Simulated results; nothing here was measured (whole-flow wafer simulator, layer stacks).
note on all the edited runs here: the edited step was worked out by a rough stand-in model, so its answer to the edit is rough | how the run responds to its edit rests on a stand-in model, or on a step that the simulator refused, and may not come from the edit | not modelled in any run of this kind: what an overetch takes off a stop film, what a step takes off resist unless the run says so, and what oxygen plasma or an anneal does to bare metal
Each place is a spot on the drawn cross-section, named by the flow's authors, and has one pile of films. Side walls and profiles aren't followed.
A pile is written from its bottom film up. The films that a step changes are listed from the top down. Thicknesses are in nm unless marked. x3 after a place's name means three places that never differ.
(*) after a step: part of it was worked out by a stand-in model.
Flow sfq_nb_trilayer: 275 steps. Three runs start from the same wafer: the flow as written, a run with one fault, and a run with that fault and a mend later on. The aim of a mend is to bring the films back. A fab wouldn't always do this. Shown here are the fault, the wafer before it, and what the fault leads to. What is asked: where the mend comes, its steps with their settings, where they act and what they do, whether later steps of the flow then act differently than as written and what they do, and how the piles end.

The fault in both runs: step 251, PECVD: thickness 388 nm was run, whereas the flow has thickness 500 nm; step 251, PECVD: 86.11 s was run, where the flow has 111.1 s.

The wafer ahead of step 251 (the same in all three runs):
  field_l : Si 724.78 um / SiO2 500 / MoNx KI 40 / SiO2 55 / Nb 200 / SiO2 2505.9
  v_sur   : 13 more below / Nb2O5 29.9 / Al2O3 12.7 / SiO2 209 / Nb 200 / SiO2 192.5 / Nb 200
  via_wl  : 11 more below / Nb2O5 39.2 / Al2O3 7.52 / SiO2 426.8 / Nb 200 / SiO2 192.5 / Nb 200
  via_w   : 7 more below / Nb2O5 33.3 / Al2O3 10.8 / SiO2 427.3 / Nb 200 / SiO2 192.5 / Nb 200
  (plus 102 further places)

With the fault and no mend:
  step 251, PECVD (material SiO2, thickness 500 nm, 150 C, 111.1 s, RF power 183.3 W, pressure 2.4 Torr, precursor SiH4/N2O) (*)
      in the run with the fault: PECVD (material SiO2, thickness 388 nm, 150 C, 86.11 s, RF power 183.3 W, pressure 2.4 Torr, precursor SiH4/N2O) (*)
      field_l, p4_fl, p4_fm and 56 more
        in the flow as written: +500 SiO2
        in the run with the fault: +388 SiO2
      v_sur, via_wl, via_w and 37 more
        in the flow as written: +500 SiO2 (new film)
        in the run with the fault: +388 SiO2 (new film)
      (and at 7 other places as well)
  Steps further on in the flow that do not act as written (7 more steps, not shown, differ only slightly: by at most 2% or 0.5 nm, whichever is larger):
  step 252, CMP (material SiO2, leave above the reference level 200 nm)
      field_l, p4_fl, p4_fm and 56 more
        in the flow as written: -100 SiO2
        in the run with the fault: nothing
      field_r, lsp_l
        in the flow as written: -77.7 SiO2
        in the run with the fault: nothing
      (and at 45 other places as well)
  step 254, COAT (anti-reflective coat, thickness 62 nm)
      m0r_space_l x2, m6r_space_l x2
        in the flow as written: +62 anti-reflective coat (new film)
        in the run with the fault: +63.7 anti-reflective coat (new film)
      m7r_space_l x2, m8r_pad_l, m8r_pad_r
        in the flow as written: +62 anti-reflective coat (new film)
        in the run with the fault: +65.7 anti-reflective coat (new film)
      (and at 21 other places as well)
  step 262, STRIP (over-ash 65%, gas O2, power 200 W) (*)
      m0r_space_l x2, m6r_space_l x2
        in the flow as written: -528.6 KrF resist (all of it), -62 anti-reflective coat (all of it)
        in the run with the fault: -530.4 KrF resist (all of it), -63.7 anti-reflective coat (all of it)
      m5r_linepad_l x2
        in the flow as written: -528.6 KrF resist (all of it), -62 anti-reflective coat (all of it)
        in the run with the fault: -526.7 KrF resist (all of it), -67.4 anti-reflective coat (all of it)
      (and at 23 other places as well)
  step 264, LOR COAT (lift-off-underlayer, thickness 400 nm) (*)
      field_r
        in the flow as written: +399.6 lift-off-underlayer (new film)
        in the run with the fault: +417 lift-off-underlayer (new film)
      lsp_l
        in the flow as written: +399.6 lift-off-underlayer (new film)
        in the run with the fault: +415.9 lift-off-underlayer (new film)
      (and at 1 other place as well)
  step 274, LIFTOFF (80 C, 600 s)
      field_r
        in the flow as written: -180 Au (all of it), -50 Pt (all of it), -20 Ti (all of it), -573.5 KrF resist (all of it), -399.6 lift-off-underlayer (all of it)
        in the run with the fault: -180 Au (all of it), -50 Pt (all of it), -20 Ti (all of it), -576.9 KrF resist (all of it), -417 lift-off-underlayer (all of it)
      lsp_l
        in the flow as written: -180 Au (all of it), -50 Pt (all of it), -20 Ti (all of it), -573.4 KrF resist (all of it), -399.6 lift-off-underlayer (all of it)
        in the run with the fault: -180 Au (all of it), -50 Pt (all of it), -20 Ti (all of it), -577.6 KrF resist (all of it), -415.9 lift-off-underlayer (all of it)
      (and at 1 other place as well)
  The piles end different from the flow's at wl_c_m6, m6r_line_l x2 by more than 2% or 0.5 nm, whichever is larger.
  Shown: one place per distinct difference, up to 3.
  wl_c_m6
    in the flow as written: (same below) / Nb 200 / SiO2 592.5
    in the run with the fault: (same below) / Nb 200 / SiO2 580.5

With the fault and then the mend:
  The mend follows step 251.
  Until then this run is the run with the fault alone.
  step 251a, PECVD (material SiO2, thickness 112 nm, 150 C, 24.89 s, RF power 183.3 W, pressure 2.4 Torr, precursor SiH4/N2O) (*) (a further turn of the flow's step 251, with different settings)
      field_l, v_sur, via_wl and 98 more
        +112 SiO2
      field_r, lsp_l
        +107.7 SiO2
      l0_sur, l0v
        +109.5 SiO2
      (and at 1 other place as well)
  Steps further on in the flow that do not act as written:
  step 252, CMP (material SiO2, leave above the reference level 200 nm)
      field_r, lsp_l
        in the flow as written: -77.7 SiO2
        in the run with the mend: -79.4 SiO2
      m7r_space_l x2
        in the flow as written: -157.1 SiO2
        in the run with the mend: -100 SiO2
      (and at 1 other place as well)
  By the end, the piles equal the flow's at every place that both follow.
